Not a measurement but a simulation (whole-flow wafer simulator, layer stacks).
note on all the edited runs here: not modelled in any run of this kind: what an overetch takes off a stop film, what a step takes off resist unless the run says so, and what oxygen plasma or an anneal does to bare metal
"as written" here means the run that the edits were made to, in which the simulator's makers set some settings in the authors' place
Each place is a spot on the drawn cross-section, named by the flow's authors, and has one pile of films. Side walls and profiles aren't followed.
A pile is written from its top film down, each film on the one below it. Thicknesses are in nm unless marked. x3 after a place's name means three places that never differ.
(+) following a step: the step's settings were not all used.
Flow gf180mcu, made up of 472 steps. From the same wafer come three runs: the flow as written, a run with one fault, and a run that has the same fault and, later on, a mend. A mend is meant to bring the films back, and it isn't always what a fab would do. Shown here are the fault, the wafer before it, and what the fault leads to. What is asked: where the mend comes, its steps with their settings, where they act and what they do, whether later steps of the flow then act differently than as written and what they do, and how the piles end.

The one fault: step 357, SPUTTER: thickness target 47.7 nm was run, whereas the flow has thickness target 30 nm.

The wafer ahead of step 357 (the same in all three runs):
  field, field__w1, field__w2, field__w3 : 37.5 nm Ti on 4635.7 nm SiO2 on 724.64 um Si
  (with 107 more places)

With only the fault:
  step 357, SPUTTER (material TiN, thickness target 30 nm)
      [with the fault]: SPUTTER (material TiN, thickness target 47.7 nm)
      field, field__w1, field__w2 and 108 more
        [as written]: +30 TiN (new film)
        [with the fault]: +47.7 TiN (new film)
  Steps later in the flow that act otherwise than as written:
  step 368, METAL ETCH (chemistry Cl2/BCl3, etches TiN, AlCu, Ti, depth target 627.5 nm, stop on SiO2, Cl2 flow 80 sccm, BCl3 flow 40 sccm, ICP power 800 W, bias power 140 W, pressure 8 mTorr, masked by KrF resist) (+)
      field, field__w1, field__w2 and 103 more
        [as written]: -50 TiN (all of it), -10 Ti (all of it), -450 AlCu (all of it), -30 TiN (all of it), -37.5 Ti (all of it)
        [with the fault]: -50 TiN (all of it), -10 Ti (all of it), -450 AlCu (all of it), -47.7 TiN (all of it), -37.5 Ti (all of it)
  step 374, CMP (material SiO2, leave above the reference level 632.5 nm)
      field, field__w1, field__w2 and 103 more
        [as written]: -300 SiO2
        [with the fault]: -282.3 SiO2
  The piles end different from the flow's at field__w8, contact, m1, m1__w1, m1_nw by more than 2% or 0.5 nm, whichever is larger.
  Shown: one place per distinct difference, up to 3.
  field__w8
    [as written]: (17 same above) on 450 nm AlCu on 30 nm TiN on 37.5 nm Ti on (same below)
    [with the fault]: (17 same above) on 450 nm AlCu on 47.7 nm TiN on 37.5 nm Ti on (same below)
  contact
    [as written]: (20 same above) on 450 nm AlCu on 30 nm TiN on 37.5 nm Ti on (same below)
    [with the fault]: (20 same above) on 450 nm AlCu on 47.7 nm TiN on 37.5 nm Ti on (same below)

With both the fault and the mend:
  The mend stands after step 357.
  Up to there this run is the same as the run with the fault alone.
  step 357a, METAL ETCH (chemistry Cl2/BCl3, etches TiN, AlCu, Ti, depth target 17.7 nm, Cl2 flow 80 sccm, BCl3 flow 40 sccm, ICP power 800 W, bias power 140 W, pressure 8 mTorr) (the flow's step 260, run once more with other settings)
      field, field__w1, field__w2 and 108 more
        -17.7 TiN
  Every later step of the flow that is run acts as written at every place that is followed.
  By the end, the piles equal the flow's at every place that both follow.
